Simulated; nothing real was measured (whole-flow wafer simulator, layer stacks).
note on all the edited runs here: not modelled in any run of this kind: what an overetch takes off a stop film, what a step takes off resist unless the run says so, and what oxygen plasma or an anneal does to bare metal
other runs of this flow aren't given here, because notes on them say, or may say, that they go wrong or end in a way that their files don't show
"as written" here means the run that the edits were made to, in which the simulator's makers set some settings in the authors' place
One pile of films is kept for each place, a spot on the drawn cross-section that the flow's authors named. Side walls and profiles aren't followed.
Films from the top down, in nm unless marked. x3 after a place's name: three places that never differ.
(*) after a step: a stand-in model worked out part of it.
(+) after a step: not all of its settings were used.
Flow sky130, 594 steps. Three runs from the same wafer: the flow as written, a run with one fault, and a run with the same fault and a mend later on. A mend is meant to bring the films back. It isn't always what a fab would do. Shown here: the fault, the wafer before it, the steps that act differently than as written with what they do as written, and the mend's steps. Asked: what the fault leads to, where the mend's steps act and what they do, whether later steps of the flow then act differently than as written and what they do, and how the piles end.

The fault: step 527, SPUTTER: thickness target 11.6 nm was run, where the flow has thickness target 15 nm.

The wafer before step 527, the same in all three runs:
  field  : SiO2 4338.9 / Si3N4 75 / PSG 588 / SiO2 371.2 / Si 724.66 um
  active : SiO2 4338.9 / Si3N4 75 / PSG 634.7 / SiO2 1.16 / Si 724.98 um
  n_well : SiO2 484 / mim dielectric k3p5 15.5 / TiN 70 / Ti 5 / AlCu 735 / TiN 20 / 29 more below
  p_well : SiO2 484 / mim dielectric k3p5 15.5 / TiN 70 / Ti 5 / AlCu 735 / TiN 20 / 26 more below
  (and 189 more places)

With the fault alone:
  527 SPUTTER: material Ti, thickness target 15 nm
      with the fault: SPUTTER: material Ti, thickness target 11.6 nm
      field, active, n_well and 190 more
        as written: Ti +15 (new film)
        with the fault: Ti +11.6 (new film)
  Later steps of the flow that act differently than as written (19 more steps differ only slightly, by at most 2% or 0.5 nm, whichever is larger, and aren't shown):
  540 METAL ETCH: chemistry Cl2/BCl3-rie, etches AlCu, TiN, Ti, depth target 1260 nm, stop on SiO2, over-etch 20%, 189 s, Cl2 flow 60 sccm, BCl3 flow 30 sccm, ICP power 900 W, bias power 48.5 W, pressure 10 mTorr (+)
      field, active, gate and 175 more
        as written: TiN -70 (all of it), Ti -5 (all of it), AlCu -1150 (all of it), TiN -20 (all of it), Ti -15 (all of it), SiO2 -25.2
        with the fault: TiN -70 (all of it), Ti -5 (all of it), AlCu -1150 (all of it), TiN -20 (all of it), Ti -11.6 (all of it), SiO2 -25.5
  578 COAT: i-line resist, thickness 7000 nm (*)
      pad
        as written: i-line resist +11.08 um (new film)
        with the fault: i-line resist +11.09 um (new film)
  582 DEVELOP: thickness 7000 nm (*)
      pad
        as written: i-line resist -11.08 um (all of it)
        with the fault: i-line resist -11.09 um (all of it)
  At the end the piles differ from the flow's by more than 2% or 0.5 nm, whichever is larger, at n_well, p_well, sd_n and 12 more.
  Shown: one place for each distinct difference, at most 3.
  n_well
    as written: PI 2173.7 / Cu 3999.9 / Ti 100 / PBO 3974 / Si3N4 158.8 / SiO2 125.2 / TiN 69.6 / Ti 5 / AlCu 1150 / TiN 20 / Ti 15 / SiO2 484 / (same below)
    with the fault: PI 2174.1 / Cu 3999.9 / Ti 100 / PBO 3976.5 / Si3N4 158.8 / SiO2 125.2 / TiN 69.6 / Ti 5 / AlCu 1150 / TiN 20 / Ti 11.6 / SiO2 484 / (same below)
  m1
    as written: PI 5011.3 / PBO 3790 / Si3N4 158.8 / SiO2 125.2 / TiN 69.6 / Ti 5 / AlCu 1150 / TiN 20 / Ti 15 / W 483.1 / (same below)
    with the fault: PI 5011.5 / PBO 3792.8 / Si3N4 158.8 / SiO2 125.2 / TiN 69.6 / Ti 5 / AlCu 1150 / TiN 20 / Ti 11.6 / W 483.1 / (same below)
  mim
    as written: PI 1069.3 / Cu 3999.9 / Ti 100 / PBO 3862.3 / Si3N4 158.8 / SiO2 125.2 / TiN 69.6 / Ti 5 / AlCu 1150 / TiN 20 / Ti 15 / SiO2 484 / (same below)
    with the fault: PI 1069.6 / Cu 3999.9 / Ti 100 / PBO 3864.9 / Si3N4 158.8 / SiO2 125.2 / TiN 69.6 / Ti 5 / AlCu 1150 / TiN 20 / Ti 11.6 / SiO2 484 / (same below)

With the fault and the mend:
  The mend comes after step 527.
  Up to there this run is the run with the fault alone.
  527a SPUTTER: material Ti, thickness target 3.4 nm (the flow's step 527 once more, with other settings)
      field, active, n_well and 190 more
        Ti +3.4
  No later step of the flow acts differently than as written at any place that is followed.
  At the end the piles are the same as the flow's at every place that both follow.
